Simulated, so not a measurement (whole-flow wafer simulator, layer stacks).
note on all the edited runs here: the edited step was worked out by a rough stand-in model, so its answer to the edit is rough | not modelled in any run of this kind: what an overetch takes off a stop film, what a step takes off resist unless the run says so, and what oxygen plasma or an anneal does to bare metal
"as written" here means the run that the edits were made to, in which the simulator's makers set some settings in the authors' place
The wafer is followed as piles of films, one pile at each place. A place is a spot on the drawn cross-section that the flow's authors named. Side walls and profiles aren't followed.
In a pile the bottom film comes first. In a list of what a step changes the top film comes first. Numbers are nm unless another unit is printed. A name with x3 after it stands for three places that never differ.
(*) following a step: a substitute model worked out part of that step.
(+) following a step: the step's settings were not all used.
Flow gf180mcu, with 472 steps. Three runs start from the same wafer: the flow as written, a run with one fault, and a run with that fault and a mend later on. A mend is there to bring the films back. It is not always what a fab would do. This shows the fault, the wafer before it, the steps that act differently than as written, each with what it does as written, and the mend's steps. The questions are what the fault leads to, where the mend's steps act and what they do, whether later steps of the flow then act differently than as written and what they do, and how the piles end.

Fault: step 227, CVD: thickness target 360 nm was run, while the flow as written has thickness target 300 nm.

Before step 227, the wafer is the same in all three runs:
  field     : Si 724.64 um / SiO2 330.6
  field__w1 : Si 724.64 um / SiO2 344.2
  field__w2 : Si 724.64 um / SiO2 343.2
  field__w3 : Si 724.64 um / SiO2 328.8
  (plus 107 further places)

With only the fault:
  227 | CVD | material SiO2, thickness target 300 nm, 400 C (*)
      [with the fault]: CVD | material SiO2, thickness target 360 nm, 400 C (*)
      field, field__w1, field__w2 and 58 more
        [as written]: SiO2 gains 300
        [with the fault]: SiO2 gains 360
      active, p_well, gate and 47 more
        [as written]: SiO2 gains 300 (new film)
        [with the fault]: SiO2 gains 360 (new film)
  Steps further on in the flow that do not act as written (2 other steps are not shown; they differ only slightly, by no more than 2% or 0.5 nm, whichever is larger):
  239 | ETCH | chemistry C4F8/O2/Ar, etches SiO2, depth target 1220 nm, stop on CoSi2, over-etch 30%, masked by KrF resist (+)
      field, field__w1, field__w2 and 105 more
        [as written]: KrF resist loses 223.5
        [with the fault]: KrF resist loses 239.1
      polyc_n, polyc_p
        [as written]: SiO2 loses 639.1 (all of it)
        [with the fault]: SiO2 loses 699.1 (all of it)
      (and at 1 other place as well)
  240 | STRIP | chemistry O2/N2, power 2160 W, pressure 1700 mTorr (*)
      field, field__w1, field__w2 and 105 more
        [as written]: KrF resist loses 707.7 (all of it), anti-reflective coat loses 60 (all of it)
        [with the fault]: KrF resist loses 692.1 (all of it), anti-reflective coat loses 60 (all of it)
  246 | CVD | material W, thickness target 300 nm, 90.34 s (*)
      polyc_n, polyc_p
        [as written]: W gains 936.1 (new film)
        [with the fault]: W gains 996.1 (new film)
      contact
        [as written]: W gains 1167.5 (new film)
        [with the fault]: W gains 1228 (new film)
  The piles end different from the flow's at field__w8, contact, m1 and 6 more by more than 2% or 0.5 nm, whichever is larger.
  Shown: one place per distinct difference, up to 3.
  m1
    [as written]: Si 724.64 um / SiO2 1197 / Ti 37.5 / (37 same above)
    [with the fault]: Si 724.64 um / SiO2 1257 / Ti 37.5 / (37 same above)
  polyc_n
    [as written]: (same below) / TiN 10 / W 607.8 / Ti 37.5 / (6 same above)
    [with the fault]: (same below) / TiN 10 / W 667.8 / Ti 37.5 / (6 same above)
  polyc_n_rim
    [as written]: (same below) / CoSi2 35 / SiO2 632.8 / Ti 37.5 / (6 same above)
    [with the fault]: (same below) / CoSi2 35 / SiO2 692.8 / Ti 37.5 / (6 same above)

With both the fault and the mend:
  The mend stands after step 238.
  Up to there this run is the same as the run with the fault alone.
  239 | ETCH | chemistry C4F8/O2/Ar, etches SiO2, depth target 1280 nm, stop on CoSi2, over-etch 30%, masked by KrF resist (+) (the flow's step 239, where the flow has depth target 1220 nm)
      field, field__w1, field__w2 and 105 more
        KrF resist loses 239.1
      polyc_n, polyc_p
        SiO2 loses 699.1 (all of it)
      contact
        SiO2 loses 919.5 (all of it)
  Steps further on in the flow that do not act as written (2 other steps are not shown; they differ only slightly, by no more than 2% or 0.5 nm, whichever is larger):
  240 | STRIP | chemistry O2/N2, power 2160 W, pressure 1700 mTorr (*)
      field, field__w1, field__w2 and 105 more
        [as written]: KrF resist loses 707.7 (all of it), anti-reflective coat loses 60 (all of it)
        [with the mend]: KrF resist loses 692.1 (all of it), anti-reflective coat loses 60 (all of it)
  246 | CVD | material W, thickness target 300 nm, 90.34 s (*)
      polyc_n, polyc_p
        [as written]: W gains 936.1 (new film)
        [with the mend]: W gains 996.1 (new film)
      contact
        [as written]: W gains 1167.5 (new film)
        [with the mend]: W gains 1228 (new film)
  The piles end different from the flow's at field__w8, contact, m1 and 6 more by more than 2% or 0.5 nm, whichever is larger.
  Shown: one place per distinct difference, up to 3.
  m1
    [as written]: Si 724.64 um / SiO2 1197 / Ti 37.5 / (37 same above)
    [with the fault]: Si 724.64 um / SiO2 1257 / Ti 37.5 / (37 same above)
    [with the mend]: Si 724.64 um / SiO2 1257 / Ti 37.5 / (37 same above)
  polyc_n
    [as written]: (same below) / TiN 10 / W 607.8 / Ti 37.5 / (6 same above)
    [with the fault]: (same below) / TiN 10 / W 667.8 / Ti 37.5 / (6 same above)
    [with the mend]: (same below) / TiN 10 / W 667.8 / Ti 37.5 / (6 same above)
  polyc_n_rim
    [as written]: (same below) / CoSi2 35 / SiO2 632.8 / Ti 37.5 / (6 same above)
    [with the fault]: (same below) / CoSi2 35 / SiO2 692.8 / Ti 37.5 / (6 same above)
    [with the mend]: (same below) / CoSi2 35 / SiO2 692.8 / Ti 37.5 / (6 same above)
